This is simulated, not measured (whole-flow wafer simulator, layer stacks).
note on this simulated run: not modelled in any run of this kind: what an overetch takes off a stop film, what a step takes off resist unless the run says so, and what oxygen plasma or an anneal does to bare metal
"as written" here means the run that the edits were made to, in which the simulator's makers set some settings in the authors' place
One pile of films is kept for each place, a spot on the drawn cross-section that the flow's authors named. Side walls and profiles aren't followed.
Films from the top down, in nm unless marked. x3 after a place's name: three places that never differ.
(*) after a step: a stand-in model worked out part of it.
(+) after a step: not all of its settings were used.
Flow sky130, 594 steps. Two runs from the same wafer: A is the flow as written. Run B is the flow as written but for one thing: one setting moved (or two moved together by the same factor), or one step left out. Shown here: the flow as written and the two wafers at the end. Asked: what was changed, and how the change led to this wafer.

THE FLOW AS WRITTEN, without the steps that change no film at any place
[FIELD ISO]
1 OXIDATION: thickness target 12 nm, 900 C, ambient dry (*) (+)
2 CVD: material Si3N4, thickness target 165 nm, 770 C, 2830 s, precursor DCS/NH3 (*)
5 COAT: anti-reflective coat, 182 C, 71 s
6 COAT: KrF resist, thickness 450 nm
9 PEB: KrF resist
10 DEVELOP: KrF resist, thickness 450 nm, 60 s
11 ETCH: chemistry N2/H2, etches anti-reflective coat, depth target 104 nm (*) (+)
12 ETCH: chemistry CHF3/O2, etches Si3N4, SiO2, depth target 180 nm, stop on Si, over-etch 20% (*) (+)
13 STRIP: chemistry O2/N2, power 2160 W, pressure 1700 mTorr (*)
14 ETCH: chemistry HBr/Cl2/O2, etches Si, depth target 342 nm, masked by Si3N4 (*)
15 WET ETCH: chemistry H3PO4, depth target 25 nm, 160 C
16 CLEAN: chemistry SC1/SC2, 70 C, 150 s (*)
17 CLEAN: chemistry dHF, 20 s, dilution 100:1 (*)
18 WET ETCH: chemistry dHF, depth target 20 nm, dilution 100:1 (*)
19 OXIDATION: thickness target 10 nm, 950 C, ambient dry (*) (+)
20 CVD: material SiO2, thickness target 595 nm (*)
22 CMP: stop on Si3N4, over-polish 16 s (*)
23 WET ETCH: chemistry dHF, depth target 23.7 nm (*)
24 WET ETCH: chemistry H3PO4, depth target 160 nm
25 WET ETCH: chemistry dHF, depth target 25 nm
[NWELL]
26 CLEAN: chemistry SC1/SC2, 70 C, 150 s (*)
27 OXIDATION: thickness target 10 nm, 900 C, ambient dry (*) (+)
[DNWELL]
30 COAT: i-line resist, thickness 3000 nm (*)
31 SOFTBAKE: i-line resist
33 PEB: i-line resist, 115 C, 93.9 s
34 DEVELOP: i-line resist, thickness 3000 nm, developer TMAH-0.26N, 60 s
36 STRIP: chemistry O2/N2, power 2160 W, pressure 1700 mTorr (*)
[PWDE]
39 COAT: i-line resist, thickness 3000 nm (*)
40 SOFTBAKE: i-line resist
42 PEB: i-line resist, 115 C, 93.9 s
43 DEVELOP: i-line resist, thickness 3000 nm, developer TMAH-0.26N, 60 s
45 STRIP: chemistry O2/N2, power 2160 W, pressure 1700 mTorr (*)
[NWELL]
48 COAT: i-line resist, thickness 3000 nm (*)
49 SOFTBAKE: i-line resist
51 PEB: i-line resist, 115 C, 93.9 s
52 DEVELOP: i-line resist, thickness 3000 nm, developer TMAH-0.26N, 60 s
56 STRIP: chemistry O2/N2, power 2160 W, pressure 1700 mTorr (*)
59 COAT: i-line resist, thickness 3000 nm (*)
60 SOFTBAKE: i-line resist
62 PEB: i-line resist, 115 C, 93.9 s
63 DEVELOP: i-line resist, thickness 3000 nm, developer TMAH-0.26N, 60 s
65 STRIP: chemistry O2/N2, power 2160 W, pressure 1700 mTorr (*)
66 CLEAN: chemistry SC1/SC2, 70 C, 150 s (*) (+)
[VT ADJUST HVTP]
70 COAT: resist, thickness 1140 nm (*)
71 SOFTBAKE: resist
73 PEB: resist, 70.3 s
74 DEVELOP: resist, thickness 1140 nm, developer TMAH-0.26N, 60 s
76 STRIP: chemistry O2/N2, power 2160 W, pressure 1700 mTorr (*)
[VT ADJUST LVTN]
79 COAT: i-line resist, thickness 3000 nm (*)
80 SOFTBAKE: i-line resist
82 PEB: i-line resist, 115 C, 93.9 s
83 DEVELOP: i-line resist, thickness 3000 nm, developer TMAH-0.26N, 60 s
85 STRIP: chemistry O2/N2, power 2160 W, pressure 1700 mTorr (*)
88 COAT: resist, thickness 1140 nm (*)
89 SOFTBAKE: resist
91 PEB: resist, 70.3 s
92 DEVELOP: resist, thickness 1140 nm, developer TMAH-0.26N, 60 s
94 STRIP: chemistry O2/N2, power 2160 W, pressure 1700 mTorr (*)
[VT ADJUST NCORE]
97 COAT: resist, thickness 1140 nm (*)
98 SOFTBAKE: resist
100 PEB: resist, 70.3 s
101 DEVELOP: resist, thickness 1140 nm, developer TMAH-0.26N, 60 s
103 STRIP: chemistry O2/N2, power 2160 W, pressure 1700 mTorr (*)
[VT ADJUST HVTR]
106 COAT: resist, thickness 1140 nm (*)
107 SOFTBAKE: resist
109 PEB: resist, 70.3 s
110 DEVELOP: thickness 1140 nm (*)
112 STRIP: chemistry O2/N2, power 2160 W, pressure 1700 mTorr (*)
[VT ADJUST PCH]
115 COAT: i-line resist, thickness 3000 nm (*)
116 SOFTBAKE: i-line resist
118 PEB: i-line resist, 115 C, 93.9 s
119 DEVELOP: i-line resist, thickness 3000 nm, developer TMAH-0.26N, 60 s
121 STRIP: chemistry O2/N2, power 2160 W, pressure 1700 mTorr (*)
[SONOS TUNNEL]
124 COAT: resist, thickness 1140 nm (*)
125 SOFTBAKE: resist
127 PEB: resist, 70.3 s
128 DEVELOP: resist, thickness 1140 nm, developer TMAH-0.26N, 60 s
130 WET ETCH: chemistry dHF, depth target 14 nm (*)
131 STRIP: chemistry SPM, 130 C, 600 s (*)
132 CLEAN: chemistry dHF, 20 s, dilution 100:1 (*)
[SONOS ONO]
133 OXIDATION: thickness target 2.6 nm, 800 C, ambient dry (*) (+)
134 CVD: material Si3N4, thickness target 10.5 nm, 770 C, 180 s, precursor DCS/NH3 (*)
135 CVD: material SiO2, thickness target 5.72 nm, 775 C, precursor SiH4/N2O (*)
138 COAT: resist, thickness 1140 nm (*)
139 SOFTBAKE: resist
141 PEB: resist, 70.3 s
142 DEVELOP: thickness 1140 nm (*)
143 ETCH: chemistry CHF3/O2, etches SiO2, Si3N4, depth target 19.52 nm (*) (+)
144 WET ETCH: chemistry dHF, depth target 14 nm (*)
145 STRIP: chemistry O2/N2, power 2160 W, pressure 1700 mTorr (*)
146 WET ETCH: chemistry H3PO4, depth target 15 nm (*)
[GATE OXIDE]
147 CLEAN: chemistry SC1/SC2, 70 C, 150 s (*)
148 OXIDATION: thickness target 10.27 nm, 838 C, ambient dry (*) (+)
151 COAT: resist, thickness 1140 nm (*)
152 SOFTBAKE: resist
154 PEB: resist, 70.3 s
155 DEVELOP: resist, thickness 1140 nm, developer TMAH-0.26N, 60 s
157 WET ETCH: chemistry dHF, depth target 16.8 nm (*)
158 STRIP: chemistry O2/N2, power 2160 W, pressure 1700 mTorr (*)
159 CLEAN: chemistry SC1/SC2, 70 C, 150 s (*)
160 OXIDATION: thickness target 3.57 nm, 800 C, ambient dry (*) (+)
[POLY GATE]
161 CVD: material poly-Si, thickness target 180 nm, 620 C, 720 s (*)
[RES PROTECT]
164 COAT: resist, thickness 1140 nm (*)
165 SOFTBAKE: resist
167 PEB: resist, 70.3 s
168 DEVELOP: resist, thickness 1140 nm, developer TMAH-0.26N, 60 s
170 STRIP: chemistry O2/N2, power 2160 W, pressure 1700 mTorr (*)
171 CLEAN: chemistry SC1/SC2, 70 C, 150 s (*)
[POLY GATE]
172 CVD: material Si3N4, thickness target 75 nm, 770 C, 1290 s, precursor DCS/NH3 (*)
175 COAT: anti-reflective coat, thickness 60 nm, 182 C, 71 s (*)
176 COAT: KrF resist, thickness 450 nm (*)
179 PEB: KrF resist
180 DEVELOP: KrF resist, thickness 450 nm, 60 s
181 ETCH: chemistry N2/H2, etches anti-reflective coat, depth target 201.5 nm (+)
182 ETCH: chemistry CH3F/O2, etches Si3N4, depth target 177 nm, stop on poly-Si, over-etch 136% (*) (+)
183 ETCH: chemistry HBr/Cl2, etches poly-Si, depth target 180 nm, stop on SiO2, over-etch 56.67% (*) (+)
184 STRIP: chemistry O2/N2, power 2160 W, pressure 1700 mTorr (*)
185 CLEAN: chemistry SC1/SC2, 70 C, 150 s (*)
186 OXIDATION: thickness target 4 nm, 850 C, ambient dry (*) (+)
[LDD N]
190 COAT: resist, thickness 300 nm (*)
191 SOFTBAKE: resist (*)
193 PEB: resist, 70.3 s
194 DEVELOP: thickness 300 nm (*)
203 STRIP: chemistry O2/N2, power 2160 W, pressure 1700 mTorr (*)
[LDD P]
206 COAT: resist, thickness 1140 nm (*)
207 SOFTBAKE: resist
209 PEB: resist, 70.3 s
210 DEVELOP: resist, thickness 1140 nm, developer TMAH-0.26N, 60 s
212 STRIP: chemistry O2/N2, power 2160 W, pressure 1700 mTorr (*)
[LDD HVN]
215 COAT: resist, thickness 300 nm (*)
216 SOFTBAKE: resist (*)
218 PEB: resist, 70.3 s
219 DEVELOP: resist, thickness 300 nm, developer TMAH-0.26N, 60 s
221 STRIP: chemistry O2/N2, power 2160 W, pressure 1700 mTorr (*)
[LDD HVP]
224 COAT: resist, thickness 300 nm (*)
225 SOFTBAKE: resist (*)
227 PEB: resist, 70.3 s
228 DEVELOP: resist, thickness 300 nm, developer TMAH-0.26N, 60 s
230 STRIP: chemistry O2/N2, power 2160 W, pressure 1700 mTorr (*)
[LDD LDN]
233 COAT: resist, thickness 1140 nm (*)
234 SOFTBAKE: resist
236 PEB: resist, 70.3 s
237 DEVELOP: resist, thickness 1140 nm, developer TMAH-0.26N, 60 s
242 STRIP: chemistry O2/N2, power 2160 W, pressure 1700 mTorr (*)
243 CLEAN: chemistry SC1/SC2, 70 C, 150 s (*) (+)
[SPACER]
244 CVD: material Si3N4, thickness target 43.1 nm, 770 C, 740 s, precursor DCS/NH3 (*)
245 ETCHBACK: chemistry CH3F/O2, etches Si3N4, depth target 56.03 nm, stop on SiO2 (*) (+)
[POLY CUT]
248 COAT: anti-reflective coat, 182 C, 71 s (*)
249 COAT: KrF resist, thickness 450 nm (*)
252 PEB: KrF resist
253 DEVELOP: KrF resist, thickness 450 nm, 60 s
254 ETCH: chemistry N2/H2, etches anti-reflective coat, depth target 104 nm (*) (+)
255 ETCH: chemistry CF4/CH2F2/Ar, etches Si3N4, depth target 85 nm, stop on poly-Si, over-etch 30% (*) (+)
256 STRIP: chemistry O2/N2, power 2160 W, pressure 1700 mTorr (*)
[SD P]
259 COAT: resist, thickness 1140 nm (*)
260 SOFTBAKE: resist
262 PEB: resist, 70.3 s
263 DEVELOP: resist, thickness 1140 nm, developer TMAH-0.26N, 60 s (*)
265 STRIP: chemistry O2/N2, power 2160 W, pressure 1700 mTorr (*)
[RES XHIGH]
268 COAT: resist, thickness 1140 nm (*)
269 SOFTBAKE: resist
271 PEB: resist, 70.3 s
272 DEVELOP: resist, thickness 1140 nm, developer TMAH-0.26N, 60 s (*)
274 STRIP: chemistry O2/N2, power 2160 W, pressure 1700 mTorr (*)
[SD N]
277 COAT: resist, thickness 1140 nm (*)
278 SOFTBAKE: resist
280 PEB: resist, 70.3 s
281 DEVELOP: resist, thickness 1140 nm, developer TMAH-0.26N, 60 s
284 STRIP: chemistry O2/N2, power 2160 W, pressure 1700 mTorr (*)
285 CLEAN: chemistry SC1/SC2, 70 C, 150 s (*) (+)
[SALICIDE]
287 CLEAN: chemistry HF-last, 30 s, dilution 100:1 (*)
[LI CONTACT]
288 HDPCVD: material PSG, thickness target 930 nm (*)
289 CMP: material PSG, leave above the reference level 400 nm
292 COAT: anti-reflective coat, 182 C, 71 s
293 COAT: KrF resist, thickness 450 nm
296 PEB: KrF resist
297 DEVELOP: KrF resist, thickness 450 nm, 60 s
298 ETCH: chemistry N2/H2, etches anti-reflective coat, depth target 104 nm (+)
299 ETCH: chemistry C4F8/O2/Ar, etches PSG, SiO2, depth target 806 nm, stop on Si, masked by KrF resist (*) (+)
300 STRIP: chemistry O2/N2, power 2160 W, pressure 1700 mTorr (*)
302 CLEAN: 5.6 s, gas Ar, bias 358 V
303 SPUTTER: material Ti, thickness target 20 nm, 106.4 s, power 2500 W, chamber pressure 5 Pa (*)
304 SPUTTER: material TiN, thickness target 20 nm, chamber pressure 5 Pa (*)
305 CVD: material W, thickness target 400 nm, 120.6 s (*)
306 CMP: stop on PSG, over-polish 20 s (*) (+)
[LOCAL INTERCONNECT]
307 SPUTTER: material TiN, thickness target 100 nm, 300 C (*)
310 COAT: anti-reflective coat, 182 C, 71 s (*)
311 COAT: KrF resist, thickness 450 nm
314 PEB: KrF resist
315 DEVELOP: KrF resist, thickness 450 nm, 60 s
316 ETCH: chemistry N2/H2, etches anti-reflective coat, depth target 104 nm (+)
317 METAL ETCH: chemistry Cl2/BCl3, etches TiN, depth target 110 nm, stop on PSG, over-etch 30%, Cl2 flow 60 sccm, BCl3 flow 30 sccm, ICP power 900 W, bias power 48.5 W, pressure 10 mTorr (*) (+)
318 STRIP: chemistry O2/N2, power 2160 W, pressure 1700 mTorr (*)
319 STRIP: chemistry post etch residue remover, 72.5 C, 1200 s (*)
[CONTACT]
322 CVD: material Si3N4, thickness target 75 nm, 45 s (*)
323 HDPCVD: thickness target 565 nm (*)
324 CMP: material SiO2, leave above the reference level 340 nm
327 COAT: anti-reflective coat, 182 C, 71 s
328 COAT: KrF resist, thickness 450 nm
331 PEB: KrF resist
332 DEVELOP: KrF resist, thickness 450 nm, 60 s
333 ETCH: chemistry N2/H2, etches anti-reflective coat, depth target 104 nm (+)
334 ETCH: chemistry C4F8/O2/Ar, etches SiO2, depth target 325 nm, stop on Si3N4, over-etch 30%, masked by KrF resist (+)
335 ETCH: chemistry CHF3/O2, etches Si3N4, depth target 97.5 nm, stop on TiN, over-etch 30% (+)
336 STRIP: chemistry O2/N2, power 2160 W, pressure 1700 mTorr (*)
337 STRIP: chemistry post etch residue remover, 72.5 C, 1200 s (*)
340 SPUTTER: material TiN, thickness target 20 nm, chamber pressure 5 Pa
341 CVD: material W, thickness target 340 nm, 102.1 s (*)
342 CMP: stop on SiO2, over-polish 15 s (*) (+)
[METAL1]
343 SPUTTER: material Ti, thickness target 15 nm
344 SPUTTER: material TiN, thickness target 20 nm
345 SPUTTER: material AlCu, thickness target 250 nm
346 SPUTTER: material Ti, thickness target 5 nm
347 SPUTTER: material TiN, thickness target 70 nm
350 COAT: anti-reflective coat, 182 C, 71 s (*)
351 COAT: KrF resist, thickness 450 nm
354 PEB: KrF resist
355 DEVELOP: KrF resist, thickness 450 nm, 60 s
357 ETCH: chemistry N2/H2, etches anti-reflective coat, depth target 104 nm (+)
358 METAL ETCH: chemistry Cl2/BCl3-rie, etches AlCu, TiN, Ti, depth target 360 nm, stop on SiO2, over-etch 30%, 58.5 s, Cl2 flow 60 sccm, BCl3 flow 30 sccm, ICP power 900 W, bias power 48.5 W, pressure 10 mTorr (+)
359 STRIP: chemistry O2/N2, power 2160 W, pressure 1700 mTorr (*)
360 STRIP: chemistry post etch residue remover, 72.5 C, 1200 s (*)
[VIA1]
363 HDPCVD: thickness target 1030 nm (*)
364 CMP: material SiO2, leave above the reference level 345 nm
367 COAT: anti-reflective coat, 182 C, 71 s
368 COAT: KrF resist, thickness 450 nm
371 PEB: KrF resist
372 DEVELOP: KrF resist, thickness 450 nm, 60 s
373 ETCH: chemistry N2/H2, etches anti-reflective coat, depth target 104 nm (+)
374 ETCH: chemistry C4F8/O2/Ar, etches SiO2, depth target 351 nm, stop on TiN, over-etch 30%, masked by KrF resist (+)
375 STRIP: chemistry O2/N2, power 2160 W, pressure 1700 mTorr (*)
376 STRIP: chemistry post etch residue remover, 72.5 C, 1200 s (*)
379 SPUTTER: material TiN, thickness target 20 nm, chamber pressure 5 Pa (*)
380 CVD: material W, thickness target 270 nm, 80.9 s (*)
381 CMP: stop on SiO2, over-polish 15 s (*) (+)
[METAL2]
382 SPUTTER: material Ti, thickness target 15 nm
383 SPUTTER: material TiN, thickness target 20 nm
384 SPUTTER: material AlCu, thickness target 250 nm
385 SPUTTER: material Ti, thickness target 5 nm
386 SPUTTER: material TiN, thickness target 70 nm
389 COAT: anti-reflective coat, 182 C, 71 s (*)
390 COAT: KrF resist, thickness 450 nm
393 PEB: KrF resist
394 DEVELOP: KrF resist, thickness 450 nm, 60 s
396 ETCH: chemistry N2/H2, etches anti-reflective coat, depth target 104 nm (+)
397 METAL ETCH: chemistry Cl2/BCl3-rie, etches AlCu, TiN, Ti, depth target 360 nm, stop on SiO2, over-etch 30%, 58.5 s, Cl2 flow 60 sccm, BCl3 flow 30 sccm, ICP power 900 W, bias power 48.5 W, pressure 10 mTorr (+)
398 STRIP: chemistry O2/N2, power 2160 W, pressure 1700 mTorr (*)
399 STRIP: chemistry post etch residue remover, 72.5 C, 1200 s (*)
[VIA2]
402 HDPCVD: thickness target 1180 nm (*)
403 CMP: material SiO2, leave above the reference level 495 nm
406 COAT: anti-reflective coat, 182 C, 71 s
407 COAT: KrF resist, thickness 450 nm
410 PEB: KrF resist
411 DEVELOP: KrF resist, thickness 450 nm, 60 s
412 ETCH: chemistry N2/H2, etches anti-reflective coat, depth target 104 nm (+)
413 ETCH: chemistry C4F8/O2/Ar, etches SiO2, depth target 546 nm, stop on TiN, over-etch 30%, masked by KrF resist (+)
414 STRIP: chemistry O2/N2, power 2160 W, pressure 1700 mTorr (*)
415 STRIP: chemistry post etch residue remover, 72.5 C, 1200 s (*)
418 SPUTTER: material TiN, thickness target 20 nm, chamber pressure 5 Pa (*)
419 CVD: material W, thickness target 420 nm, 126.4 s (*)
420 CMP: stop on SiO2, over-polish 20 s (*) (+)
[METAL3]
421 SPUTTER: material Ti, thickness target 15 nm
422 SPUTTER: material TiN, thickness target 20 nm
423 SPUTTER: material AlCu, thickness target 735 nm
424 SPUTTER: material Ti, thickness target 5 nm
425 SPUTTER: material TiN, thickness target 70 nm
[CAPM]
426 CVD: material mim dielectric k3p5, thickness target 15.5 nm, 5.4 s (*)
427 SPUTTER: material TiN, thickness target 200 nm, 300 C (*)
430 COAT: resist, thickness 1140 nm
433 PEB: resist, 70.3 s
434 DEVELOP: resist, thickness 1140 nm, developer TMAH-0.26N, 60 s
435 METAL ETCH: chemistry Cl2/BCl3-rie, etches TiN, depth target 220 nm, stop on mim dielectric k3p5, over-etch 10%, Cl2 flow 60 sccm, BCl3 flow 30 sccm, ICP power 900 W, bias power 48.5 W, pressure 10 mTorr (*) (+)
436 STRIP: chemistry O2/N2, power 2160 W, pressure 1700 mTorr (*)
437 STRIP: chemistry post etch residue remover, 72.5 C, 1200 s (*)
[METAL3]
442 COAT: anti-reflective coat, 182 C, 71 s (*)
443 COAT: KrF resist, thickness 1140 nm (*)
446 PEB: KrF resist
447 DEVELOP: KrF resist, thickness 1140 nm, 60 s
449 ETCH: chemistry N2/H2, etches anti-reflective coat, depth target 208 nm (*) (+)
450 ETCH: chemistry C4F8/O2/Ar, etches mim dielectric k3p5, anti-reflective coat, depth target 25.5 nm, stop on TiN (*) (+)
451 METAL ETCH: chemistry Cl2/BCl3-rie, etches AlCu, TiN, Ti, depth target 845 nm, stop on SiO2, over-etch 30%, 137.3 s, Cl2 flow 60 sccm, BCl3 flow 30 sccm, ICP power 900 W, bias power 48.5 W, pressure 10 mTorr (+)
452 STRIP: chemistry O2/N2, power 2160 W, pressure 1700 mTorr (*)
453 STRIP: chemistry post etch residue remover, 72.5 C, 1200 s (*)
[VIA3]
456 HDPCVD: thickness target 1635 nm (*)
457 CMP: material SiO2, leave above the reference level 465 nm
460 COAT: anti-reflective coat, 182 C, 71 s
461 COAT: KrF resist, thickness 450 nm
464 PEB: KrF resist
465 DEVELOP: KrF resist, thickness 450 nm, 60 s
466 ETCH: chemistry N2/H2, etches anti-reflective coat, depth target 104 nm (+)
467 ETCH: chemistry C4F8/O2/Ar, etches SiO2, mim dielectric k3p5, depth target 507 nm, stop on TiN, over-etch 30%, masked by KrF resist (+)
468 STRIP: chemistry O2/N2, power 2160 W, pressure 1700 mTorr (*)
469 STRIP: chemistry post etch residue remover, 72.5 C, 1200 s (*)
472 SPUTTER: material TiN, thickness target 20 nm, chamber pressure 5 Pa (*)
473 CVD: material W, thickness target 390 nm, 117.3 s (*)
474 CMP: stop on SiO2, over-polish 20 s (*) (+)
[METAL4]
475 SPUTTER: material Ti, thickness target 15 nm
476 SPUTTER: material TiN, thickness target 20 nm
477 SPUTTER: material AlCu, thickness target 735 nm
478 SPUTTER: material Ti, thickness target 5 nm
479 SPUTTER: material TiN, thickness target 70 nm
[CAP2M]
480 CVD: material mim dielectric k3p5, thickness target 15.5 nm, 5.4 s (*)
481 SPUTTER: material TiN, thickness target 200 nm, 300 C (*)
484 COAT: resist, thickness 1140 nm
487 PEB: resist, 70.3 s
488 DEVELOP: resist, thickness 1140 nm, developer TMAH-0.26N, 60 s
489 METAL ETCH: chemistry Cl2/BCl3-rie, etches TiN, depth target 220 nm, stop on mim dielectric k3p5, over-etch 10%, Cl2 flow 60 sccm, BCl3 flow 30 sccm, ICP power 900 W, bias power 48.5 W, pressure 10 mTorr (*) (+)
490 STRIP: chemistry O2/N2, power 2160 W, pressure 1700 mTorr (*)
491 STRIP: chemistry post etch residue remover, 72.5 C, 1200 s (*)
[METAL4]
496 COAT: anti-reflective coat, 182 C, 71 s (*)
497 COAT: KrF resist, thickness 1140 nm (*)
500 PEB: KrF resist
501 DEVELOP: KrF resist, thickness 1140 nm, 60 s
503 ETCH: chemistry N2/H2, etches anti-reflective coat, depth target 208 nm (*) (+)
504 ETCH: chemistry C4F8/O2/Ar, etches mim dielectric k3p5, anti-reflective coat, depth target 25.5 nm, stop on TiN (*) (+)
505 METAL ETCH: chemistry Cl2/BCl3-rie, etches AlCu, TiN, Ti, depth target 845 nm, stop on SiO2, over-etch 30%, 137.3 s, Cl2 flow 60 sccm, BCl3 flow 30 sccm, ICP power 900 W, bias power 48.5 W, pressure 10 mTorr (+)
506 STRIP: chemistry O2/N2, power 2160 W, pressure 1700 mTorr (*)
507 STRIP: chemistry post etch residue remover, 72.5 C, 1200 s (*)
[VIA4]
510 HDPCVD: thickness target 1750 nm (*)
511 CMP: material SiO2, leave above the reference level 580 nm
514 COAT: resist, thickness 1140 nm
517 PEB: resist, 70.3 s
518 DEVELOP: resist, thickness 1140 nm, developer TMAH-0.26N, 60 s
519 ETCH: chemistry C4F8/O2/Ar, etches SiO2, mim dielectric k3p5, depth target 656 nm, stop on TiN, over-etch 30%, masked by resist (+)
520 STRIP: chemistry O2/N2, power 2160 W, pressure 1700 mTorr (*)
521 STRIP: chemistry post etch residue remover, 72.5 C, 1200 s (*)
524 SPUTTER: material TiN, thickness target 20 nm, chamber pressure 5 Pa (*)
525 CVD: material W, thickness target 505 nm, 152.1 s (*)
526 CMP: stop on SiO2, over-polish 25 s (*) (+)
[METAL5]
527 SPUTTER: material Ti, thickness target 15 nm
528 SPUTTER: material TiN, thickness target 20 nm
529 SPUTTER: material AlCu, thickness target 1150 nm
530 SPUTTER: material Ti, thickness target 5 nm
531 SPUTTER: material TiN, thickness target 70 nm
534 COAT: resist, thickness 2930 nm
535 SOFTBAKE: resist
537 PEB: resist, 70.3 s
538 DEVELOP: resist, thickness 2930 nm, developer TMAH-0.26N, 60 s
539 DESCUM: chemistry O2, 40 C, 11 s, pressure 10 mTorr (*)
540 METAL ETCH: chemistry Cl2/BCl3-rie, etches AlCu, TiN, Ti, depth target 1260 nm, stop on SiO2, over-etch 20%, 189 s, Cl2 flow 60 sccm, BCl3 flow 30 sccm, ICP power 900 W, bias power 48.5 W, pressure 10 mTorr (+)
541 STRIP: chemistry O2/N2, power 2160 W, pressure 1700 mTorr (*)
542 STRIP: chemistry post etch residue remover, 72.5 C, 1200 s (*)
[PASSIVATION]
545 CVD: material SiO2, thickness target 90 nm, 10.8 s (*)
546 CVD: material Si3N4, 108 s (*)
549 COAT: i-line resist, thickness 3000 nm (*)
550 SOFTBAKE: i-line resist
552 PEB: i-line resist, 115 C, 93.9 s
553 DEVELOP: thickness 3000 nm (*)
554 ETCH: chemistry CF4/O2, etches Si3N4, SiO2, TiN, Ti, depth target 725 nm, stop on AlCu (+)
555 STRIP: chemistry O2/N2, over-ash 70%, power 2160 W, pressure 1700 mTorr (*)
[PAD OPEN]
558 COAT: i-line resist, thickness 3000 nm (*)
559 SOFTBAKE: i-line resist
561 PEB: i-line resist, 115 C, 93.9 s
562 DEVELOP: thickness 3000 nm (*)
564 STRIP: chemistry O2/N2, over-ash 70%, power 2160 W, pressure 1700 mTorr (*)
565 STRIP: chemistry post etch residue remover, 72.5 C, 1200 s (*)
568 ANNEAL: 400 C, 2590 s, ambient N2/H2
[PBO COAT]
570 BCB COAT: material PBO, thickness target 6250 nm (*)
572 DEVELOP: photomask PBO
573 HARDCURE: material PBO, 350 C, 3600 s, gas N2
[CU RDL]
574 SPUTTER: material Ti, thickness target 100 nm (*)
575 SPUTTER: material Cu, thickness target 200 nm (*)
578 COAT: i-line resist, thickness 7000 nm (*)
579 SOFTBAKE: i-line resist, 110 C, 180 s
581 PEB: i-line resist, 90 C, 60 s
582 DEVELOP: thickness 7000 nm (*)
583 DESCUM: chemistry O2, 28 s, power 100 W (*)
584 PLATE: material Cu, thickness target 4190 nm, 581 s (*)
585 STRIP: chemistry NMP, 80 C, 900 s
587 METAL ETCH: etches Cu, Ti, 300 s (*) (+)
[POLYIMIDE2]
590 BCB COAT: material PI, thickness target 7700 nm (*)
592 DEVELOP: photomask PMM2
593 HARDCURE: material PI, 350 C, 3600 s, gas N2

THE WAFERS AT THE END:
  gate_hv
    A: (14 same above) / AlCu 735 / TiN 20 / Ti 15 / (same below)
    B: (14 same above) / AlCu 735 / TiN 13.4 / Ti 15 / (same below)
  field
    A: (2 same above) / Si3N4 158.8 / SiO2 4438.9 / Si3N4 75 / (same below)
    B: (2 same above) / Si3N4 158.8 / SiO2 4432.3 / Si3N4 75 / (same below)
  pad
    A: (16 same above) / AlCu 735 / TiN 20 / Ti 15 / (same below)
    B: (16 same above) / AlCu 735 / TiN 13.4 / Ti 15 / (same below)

The cause: step 422, SPUTTER: thickness target 13.4 nm was run, where the flow has thickness target 20 nm.
It can be read off the wafer: gate_hv has TiN 13.4, and step 422 as written asks for 20 nm.

How the change led to this, step by step:
  422 SPUTTER: material TiN, thickness target 20 nm
      field, active, n_well and 188 more: A TiN +20 (new film) | B TiN +13.4 (new film)
  451 METAL ETCH: chemistry Cl2/BCl3-rie, etches AlCu, TiN, Ti, depth target 845 nm, stop on SiO2, over-etch 30%, 137.3 s, Cl2 flow 60 sccm, BCl3 flow 30 sccm, ICP power 900 W, bias power 48.5 W, pressure 10 mTorr (+)
      field, gate, spacer and 68 more: A TiN -70 (all of it), Ti -5 (all of it), AlCu -735 (all of it), TiN -20 (all of it), Ti -15 (all of it), SiO2 -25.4 | B TiN -70 (all of it), Ti -5 (all of it), AlCu -735 (all of it), TiN -13.4 (all of it), Ti -15 (all of it), SiO2 -26
      active, vpp_ln, vpp_iso2 and 11 more: A TiN -70 (all of it), Ti -5 (all of it), AlCu -735 (all of it), TiN -20 (all of it), Ti -15 (all of it), SiO2 -25.3 | B TiN -70 (all of it), Ti -5 (all of it), AlCu -735 (all of it), TiN -13.4 (all of it), Ti -15 (all of it), SiO2 -26
